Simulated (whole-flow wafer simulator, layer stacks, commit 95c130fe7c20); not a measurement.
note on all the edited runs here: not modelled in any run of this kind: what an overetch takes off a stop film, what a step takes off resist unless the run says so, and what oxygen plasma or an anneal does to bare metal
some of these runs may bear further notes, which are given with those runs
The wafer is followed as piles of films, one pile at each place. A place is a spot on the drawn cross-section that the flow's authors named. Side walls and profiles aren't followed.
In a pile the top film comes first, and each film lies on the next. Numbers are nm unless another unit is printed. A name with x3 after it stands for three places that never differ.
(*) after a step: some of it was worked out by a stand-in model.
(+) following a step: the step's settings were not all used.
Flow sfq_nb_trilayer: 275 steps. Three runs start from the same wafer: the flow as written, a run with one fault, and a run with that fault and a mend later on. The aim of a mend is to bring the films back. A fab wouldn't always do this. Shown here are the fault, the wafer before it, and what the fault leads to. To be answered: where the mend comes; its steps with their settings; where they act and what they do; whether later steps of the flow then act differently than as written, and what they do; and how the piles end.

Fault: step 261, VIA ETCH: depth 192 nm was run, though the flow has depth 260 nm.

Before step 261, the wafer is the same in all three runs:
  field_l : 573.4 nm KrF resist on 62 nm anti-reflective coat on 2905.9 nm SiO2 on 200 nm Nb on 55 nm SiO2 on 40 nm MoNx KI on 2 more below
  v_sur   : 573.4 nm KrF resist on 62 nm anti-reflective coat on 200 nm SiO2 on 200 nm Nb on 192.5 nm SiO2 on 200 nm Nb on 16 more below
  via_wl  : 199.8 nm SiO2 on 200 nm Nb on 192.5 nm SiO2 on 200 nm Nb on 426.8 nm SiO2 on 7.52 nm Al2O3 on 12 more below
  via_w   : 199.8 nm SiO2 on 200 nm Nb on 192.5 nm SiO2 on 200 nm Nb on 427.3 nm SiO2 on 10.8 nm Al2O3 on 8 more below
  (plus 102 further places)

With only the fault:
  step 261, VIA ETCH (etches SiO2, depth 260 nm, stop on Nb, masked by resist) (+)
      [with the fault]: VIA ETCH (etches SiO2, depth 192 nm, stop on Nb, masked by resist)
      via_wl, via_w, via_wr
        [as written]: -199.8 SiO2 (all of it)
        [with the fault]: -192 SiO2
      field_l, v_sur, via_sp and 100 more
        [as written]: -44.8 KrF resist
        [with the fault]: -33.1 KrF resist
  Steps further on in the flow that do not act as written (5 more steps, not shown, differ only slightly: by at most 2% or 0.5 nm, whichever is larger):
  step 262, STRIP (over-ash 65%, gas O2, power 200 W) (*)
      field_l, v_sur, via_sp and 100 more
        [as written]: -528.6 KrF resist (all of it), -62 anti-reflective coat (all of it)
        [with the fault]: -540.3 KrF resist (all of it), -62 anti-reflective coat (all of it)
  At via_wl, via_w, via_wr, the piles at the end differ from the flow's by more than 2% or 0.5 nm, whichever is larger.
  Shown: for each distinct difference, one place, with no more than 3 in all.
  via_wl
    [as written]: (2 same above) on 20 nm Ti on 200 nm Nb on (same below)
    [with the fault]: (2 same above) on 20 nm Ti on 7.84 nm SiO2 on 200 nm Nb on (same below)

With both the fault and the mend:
  The mend stands after step 262.
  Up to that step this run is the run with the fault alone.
  step 262a, COAT (anti-reflective coat, thickness 62 nm) (*) (a further turn of the flow's step 254)
      p4_fl x3, p4_w1 x9, p4_g1 x2 and 63 more
        +62 anti-reflective coat (new film)
      lsp_l, ln_m5, lsp_m, ln_m6, lsp_r, l0_sur, l0v
        +61.7 anti-reflective coat (new film)
      be_r, r_sur, res, r_end, moat, field_r
        +61.6 anti-reflective coat (new film)
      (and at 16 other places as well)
  step 262b, COAT (KrF resist, thickness 650 nm) (*) (a further turn of the flow's step 255)
      p4_fl x3, p4_w1 x9, p4_g1 x2 and 63 more
        +650 KrF resist (new film)
      field_r, lsp_l, ln_m5, lsp_m, ln_m6, lsp_r, l0_sur
        +649.3 KrF resist (new film)
      res, r_end, moat, l0v
        +649.2 KrF resist (new film)
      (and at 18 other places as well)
  step 262c, SOFTBAKE (KrF resist) (a further turn of the flow's step 256)
      does not change any film at any place that is followed
  step 262d, EXPOSE (photomask I7, dose 11.93 mJ/cm2, NA 0.6, wavelength 248 nm) (*) (a further turn of the flow's step 257)
      does not change any film at any place that is followed
  step 262e, PEB (KrF resist, 90 s) (a further turn of the flow's step 258)
      be_r, r_sur, res and 87 more
        -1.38 KrF resist
      wire, be, be_sur and 6 more
        -1.37 KrF resist
      field_l, via_sp
        -1.35 KrF resist
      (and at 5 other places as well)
  step 262f, DEVELOP (KrF resist, thickness 650 nm, 60 s) (a further turn of the flow's step 259)
      field_l, v_sur, via_sp and 100 more
        -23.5 KrF resist
      via_wl
        -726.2 KrF resist (all of it)
      via_w
        -782.1 KrF resist (all of it)
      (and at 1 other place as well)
  step 262g, VIA ETCH (etches anti-reflective coat, depth 125 nm, masked by resist) (+) (a further turn of the flow's step 260)
      field_l, v_sur, via_sp and 100 more
        -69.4 KrF resist
      via_wl, via_wr
        -125 anti-reflective coat
      via_w
        -79.7 anti-reflective coat (all of it), -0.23 SiO2
  step 262h, VIA ETCH (etches SiO2, depth 68 nm, stop on Nb, masked by resist) (*) (+) (a further turn of the flow's step 261, with different settings)
      field_l, v_sur, via_sp and 100 more
        -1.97 KrF resist
      via_wl, via_wr
        -17 anti-reflective coat (all of it), -7.84 SiO2 (all of it)
      via_w
        -7.62 SiO2 (all of it)
  step 262i, STRIP (over-ash 65%, gas O2, power 200 W) (*) (a further turn of the flow's step 262)
      p4_fl x3, p4_w1 x9, p4_g1 x2 and 63 more
        -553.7 KrF resist (all of it), -62 anti-reflective coat (all of it)
      lsp_l, ln_m5, lsp_m, ln_m6, lsp_r, l0_sur
        -553 KrF resist (all of it), -61.7 anti-reflective coat (all of it)
      res, r_end, moat
        -552.9 KrF resist (all of it), -61.6 anti-reflective coat (all of it)
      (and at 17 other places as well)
  None of the later steps of the flow acts differently than as written at any place that is followed.
  The piles end the same as the flow's at every place that both follow.
